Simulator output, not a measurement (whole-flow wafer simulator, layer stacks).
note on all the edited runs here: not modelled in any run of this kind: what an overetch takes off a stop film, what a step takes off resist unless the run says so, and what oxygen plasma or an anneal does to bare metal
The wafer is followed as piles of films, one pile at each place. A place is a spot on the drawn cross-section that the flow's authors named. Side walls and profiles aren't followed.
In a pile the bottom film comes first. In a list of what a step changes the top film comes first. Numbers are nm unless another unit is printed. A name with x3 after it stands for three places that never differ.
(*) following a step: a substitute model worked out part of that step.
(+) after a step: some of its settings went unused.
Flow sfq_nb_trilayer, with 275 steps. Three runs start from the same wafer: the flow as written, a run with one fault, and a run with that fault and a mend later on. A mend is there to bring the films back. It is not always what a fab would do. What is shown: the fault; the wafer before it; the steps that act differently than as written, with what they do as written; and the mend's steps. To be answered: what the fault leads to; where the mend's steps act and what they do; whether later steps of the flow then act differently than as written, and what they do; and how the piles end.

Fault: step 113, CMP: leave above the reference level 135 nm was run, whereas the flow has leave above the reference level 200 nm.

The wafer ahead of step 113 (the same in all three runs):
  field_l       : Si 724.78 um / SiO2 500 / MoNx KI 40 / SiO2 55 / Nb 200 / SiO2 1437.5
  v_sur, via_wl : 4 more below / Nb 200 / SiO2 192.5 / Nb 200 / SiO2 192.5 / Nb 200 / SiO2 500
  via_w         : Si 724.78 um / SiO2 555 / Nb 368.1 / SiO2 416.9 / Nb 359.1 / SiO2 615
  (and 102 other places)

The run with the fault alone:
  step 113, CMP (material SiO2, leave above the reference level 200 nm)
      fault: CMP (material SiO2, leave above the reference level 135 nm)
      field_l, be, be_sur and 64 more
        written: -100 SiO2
        fault: -165 SiO2
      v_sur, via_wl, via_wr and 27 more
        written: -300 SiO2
        fault: -365 SiO2
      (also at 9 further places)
  Later steps of the flow acting differently than as written (not shown: 6 more steps that differ only slightly, by at most 2% or 0.5 nm, whichever is larger):
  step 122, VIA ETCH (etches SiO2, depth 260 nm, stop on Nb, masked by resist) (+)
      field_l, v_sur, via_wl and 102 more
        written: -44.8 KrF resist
        fault: -34.9 KrF resist
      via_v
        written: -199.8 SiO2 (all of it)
        fault: -134.8 SiO2 (all of it)
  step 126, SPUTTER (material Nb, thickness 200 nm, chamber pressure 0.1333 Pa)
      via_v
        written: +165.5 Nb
        fault: +179.9 Nb
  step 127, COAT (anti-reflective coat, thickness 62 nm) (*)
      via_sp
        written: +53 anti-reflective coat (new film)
        fault: +54.3 anti-reflective coat (new film)
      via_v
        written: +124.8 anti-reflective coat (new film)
        fault: +109.7 anti-reflective coat (new film)
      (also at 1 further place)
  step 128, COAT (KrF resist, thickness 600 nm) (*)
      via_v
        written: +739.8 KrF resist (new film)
        fault: +686.2 KrF resist (new film)
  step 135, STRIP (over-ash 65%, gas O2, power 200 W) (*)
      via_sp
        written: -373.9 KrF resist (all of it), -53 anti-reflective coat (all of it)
        fault: -378.3 KrF resist (all of it), -54.3 anti-reflective coat (all of it)
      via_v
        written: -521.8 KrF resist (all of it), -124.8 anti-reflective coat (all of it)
        fault: -468.3 KrF resist (all of it), -109.7 anti-reflective coat (all of it)
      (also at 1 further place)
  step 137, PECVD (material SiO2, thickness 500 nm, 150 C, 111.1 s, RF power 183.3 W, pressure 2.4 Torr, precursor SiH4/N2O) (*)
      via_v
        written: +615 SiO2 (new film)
        fault: +511.2 SiO2 (new film)
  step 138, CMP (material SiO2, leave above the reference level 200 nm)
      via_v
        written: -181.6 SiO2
        fault: -157.1 SiO2
  By the end, the piles at field_l, v_sur, via_wl and 102 more depart from the flow's by more than 2% or 0.5 nm, whichever is larger.
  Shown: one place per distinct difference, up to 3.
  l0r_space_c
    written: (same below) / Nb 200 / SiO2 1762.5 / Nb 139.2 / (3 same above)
    fault: (same below) / Nb 200 / SiO2 1697.5 / Nb 139.2 / (3 same above)
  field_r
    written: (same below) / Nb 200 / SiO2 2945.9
    fault: (same below) / Nb 200 / SiO2 2880.9
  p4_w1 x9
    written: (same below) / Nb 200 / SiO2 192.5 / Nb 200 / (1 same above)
    fault: (same below) / Nb 200 / SiO2 127.5 / Nb 200 / (1 same above)

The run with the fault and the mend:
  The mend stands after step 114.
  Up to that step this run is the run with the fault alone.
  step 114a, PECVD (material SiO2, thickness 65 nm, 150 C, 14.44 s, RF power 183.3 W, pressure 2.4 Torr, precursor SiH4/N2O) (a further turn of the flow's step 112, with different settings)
      field_l, v_sur, via_wl and 103 more
        +65 SiO2
  Every later step of the flow that is run acts as written, at every place that is followed, to within 2% or 0.5 nm, whichever is larger.
  At every place that both follow, the piles at the end match the flow's.
